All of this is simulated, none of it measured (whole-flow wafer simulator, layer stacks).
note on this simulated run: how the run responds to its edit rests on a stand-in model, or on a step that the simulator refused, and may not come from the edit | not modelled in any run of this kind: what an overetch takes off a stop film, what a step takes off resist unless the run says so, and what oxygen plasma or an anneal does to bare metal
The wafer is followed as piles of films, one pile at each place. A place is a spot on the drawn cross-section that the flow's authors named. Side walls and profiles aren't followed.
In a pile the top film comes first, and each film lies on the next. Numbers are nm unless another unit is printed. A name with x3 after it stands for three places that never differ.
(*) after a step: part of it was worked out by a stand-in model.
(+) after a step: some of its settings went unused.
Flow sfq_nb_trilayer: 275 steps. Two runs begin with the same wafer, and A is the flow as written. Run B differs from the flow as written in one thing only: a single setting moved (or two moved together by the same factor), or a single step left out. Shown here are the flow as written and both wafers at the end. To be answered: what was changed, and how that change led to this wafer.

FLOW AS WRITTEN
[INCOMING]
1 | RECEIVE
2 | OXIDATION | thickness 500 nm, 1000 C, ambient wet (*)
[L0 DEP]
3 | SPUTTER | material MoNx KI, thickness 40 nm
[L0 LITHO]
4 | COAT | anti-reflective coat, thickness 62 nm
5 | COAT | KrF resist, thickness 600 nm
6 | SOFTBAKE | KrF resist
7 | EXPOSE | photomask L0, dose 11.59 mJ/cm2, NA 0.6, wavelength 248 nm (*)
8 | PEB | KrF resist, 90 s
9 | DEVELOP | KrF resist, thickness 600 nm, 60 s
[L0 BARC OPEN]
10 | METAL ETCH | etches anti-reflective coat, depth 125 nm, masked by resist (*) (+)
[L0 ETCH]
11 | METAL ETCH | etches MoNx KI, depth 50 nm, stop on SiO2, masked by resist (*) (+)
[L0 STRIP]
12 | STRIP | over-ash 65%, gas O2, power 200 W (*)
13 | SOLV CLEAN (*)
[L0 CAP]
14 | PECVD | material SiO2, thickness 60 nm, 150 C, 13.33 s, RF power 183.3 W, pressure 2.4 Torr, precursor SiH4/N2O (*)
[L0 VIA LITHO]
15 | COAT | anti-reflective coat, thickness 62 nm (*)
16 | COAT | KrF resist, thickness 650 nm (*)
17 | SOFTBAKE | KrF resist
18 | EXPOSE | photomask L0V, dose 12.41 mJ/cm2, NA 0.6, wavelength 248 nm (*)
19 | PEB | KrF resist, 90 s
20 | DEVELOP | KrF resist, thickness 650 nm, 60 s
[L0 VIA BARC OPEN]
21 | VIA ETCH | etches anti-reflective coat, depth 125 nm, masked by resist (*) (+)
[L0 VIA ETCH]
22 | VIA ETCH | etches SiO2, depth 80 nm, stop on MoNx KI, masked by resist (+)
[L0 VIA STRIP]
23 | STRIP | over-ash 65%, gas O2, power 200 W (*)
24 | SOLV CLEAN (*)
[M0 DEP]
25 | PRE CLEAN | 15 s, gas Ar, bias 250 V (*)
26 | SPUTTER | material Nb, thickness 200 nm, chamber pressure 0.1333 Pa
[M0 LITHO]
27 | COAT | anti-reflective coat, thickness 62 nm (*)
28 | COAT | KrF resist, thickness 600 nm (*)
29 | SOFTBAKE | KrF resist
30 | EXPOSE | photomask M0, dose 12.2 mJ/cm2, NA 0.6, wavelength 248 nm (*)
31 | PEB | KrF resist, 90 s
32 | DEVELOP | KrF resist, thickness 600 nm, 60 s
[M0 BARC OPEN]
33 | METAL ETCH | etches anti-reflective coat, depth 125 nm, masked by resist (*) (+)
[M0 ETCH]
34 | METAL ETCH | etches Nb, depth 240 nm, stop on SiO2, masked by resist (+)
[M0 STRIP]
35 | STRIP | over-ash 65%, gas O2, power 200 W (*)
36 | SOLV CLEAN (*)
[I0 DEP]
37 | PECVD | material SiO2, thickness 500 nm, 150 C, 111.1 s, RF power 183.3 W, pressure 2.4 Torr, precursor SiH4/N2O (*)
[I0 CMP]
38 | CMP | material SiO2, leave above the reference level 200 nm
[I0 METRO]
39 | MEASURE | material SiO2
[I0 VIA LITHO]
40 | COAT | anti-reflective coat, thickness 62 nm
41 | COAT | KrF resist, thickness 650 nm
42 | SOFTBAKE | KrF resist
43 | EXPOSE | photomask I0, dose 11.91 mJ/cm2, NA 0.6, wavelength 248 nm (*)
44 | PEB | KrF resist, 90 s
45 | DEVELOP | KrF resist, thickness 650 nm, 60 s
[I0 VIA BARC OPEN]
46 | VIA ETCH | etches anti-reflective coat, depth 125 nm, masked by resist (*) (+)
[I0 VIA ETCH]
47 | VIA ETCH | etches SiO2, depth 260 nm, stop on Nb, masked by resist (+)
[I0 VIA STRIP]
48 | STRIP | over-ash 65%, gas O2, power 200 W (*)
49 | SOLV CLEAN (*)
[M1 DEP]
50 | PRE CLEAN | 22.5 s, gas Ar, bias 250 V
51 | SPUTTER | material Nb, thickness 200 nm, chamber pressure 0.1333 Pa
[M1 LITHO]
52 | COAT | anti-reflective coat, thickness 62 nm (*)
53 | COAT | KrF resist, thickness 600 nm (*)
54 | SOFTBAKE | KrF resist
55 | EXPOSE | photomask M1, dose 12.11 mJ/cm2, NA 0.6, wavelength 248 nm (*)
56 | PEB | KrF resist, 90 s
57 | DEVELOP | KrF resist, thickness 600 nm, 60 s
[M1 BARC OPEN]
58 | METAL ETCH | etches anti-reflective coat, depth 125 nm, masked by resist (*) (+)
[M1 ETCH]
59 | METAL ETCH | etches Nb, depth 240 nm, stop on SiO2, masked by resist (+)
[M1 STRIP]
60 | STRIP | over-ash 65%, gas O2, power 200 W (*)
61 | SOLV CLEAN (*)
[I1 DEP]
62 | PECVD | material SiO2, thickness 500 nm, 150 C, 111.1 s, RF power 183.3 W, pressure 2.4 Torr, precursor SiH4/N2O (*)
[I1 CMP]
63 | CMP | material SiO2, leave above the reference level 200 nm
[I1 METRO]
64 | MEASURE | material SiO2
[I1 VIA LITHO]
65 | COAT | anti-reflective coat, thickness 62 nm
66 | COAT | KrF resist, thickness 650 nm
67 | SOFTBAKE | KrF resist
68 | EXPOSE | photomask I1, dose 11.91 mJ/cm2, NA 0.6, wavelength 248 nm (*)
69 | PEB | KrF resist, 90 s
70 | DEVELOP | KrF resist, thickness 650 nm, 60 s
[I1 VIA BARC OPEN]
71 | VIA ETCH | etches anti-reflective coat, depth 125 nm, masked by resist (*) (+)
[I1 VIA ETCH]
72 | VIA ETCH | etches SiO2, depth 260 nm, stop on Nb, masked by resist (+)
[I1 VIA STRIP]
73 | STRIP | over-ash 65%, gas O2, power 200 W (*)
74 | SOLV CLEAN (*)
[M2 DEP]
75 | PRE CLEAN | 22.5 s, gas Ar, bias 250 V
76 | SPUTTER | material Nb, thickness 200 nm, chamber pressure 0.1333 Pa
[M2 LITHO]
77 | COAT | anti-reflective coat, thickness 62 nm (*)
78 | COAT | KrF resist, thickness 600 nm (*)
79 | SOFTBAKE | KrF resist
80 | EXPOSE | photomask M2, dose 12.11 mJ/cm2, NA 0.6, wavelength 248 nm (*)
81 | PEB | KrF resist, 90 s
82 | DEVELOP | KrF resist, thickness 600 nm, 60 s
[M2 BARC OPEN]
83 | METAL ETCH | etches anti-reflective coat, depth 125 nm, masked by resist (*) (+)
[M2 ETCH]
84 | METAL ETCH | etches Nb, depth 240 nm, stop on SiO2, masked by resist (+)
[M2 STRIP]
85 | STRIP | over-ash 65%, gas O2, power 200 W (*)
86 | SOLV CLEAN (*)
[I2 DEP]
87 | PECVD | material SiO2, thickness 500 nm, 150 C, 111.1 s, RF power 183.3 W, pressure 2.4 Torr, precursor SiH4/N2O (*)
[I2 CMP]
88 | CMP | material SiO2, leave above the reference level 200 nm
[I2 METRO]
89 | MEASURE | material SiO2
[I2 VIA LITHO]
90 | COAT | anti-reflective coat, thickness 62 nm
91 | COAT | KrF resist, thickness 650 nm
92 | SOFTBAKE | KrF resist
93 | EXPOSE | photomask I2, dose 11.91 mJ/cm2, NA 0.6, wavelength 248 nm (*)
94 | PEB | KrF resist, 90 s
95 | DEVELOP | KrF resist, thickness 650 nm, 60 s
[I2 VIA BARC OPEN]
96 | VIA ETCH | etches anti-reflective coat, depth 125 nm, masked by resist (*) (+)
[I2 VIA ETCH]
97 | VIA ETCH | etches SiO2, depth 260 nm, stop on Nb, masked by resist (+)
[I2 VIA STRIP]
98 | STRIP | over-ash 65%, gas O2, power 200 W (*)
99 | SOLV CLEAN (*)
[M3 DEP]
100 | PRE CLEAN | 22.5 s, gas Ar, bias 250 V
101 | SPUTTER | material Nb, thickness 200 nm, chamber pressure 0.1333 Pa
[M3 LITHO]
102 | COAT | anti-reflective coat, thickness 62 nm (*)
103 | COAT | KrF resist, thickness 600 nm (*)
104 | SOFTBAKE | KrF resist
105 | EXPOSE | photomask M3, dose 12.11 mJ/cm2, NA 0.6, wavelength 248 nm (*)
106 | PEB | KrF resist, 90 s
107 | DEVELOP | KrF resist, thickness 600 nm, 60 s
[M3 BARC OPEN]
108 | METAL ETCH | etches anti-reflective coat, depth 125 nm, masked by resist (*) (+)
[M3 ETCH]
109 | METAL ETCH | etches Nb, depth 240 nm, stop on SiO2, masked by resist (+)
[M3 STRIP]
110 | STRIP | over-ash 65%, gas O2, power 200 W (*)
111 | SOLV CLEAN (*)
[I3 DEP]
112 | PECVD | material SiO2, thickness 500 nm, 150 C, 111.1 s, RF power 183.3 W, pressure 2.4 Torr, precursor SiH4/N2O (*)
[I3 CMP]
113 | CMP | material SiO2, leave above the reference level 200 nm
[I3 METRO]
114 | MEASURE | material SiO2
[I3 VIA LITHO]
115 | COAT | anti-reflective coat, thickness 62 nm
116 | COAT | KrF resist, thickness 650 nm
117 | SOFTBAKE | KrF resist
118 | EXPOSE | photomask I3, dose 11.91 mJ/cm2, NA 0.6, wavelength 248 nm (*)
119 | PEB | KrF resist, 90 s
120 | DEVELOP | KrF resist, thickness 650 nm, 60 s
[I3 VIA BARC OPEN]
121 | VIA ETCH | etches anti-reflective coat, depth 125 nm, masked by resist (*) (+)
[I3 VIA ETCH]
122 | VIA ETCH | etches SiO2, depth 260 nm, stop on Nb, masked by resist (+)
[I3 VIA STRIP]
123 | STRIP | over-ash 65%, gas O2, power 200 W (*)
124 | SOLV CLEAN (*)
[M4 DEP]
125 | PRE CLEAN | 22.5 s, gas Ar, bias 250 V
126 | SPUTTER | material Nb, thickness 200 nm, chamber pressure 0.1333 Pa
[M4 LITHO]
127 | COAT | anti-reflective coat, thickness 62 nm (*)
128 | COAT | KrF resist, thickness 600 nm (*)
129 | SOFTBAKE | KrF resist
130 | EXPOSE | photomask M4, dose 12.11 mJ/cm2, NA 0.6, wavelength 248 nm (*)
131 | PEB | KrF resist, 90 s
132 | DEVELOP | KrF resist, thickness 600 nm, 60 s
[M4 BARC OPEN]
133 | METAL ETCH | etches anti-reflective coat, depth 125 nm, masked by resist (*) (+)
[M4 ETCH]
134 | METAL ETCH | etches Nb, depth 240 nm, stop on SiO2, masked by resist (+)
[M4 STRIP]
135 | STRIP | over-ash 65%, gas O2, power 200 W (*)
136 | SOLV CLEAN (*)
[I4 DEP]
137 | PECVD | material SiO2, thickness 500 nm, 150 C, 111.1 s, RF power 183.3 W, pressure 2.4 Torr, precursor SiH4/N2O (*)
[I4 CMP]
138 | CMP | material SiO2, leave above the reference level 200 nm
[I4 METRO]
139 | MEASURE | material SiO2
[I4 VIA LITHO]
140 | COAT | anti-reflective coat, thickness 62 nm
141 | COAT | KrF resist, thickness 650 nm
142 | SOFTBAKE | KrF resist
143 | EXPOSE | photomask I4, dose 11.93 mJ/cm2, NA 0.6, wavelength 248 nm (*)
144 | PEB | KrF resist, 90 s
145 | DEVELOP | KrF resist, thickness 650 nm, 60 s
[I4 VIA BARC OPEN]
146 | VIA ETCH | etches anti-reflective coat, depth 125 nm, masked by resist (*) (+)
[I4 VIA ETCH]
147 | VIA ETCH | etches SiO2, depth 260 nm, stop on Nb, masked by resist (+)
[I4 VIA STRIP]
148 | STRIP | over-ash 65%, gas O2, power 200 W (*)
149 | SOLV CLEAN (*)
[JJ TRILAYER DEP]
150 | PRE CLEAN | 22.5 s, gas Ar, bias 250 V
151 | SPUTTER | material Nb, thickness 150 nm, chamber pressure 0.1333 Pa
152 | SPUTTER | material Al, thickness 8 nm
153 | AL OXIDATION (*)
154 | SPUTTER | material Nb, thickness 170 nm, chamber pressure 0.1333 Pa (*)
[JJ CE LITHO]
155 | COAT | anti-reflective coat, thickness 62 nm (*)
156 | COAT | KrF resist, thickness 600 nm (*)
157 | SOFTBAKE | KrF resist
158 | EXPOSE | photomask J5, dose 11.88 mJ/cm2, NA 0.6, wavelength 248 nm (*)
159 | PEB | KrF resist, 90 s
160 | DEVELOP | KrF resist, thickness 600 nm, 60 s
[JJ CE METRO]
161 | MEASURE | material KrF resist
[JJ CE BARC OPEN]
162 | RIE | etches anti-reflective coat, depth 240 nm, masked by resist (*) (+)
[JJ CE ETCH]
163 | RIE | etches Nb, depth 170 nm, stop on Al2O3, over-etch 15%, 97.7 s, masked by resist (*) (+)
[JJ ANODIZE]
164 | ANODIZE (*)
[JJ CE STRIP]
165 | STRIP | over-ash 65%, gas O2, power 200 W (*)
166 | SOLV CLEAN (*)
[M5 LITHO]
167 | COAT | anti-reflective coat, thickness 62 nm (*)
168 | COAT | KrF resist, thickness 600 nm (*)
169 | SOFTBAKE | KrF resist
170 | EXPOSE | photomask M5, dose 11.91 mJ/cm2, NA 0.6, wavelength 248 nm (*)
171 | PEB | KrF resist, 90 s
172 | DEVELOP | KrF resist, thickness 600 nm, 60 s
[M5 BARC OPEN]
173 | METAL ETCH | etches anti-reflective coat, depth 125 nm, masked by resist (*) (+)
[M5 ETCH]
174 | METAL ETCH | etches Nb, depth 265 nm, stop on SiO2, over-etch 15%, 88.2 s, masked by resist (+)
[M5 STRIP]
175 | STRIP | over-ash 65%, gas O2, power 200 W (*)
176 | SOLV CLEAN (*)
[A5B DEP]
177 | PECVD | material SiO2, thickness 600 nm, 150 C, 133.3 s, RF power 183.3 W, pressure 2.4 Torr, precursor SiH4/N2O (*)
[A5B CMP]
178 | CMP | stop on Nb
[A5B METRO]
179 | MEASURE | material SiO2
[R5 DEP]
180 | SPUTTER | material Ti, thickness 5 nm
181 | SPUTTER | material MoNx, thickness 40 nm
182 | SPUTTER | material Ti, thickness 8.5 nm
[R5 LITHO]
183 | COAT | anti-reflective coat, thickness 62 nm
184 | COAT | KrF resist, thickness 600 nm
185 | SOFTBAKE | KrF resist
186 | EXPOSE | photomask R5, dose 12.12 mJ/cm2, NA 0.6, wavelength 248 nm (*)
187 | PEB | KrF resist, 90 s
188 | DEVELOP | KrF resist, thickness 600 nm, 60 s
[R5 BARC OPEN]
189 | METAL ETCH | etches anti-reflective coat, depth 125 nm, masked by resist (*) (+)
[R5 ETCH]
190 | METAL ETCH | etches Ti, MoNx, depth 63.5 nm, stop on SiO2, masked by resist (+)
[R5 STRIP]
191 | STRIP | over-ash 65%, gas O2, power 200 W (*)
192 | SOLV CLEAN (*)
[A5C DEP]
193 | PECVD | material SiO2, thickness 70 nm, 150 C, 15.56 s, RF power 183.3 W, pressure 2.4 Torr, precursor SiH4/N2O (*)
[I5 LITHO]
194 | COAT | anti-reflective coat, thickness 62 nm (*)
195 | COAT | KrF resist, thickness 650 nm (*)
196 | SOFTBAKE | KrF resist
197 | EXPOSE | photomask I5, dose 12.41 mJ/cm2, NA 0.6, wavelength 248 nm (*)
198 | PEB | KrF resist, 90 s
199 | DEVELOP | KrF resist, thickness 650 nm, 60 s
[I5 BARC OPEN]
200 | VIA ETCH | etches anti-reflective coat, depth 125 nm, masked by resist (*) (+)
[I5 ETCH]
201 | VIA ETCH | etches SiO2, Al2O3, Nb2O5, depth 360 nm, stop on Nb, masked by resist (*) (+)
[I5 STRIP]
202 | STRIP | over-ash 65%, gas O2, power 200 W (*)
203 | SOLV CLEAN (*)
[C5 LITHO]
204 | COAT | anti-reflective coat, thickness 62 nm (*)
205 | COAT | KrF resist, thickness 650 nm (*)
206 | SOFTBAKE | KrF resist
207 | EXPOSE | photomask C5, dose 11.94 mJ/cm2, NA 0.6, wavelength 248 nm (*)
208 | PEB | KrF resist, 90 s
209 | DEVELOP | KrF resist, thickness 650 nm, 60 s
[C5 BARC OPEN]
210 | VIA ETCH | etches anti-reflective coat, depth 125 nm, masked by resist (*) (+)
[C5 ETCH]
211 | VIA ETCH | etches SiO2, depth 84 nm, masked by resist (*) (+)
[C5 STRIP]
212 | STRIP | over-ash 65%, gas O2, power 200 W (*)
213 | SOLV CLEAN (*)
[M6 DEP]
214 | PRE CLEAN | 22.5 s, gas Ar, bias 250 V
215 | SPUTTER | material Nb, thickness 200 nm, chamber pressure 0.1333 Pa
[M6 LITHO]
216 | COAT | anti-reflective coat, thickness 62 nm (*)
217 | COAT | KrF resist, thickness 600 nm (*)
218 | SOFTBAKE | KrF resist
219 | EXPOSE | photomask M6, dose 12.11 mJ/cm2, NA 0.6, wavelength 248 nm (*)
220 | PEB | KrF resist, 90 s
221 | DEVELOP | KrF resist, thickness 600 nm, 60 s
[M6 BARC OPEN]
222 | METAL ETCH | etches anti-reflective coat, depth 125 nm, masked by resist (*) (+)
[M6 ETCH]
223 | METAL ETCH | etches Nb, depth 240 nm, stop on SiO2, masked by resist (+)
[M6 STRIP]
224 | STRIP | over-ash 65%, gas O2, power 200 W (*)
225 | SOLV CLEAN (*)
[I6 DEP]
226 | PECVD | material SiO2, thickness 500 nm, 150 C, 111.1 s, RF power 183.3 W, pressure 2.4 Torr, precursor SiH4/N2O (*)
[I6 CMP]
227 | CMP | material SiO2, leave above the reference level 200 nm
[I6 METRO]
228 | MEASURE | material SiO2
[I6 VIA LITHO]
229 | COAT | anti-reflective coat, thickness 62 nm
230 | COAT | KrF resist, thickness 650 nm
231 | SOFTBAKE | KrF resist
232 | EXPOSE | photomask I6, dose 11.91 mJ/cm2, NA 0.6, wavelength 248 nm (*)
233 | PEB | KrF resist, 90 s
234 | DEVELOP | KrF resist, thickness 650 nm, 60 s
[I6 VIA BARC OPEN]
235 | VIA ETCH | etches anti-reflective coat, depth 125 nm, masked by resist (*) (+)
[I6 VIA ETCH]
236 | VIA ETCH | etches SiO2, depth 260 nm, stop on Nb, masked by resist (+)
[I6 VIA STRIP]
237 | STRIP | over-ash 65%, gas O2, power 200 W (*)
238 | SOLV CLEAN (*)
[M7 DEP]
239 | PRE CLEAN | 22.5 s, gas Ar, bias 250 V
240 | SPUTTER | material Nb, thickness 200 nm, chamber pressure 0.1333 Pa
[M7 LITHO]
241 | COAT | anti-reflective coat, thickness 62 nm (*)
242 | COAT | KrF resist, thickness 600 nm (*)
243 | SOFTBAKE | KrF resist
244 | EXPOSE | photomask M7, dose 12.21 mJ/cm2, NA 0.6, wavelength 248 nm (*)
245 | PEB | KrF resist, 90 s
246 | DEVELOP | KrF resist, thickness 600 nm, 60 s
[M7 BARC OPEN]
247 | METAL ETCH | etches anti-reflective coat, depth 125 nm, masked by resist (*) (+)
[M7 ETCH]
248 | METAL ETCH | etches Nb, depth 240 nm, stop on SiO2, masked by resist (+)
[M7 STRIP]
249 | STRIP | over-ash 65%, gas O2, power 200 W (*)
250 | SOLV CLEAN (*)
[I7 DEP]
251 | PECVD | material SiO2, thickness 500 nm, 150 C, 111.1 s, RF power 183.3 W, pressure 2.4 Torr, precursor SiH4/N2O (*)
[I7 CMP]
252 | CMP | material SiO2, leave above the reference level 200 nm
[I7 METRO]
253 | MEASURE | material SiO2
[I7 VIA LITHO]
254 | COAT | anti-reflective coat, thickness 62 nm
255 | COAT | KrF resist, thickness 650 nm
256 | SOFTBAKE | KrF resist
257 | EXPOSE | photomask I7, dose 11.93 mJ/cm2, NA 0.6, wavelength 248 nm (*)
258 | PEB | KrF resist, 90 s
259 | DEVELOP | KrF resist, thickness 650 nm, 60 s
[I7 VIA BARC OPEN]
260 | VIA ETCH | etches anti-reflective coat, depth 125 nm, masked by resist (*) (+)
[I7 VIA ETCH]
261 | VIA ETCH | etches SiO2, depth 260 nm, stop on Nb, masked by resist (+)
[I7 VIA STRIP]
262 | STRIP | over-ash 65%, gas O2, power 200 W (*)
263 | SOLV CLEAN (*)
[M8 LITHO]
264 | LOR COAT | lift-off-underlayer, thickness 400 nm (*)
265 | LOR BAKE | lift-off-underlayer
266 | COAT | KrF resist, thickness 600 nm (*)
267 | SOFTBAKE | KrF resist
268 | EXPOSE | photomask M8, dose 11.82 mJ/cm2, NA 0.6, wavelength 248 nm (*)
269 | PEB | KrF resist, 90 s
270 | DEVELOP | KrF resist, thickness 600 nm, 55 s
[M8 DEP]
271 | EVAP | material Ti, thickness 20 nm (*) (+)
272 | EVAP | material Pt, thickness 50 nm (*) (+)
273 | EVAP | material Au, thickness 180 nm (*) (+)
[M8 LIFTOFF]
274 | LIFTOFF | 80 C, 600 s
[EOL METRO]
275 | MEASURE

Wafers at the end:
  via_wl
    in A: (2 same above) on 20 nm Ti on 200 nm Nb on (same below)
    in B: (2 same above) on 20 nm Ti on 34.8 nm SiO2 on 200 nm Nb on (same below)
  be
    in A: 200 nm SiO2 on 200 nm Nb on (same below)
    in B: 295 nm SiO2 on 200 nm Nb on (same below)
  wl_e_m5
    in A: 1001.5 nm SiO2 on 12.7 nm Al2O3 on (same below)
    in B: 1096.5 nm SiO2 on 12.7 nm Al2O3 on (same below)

Cause: step 252, CMP: leave above the reference level 295 nm was run, though the flow has leave above the reference level 200 nm.
One can read it off the wafer: be has SiO2 295, and step 252 as written asks for 200 nm.

How this came from the change, step by step:
  252 | CMP | material SiO2, leave above the reference level 200 nm
      field_r, lsp_l: A SiO2 loses 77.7 | B nothing
      l0_sur, l0v: A SiO2 loses 87.8 | B nothing
      (and at 102 other places as well)
  254 | COAT | anti-reflective coat, thickness 62 nm
      moat: A anti-reflective coat gains 62 (new film) | B anti-reflective coat gains 60.4 (new film)
      field_r: A anti-reflective coat gains 62 (new film) | B anti-reflective coat gains 68.4 (new film)
      (and at 4 other places as well)
  261 | VIA ETCH | etches SiO2, depth 260 nm, stop on Nb, masked by resist (+)
      via_wl, via_w, via_wr: A SiO2 loses 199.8 (all of it) | B SiO2 loses 260
  262 | STRIP | over-ash 65%, gas O2, power 200 W (*)
      moat: A KrF resist loses 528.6 (all of it), anti-reflective coat loses 62 (all of it) | B KrF resist loses 527.6 (all of it), anti-reflective coat loses 60.4 (all of it)
      field_r: A KrF resist loses 528.6 (all of it), anti-reflective coat loses 62 (all of it) | B KrF resist loses 535.3 (all of it), anti-reflective coat loses 68.4 (all of it)
      (and at 4 other places as well)
  264 | LOR COAT | lift-off-underlayer, thickness 400 nm (*)
      via_wl, via_wr: A lift-off-underlayer gains 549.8 (new film) | B lift-off-underlayer gains 594.7 (new film)
      v_sur: A lift-off-underlayer gains 369.4 (new film) | B lift-off-underlayer gains 360.2 (new film)
      (and at 3 other places as well)
  270 | DEVELOP | KrF resist, thickness 600 nm, 55 s
      v_sur: A KrF resist loses 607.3 (all of it), lift-off-underlayer loses 369.4 (all of it) | B KrF resist loses 609.9 (all of it), lift-off-underlayer loses 360.2 (all of it)
      via_wl: A KrF resist loses 623.9 (all of it), lift-off-underlayer loses 549.8 (all of it) | B KrF resist loses 631.3 (all of it), lift-off-underlayer loses 594.7 (all of it)
      (and at 2 other places as well)
  274 | LIFTOFF | 80 C, 600 s
      field_r: A Au loses 180 (all of it), Pt loses 50 (all of it), Ti loses 20 (all of it), KrF resist loses 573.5 (all of it), lift-off-underlayer loses 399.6 (all of it) | B Au loses 180 (all of it), Pt loses 50 (all of it), Ti loses 20 (all of it), KrF resist loses 575.6 (all of it), lift-off-underlayer loses 411 (all of it)
      lsp_l: A Au loses 180 (all of it), Pt loses 50 (all of it), Ti loses 20 (all of it), KrF resist loses 573.4 (all of it), lift-off-underlayer loses 399.6 (all of it) | B Au loses 180 (all of it), Pt loses 50 (all of it), Ti loses 20 (all of it), KrF resist loses 576.1 (all of it), lift-off-underlayer loses 410.4 (all of it)
Taking metal films that touch as one body, via_wl has 8 bodies (between them, from the top down: SiO2 34.8; SiO2 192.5; SiO2 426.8 / Al2O3 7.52 / Nb2O5 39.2; SiO2 192.5; SiO2 192.5; SiO2 192.5; SiO2 192.5); the flow as written gives 7 bodies (between them, from the top down: SiO2 192.5; SiO2 426.8 / Al2O3 7.52 / Nb2O5 39.2; SiO2 192.5; SiO2 192.5; SiO2 192.5; SiO2 192.5).
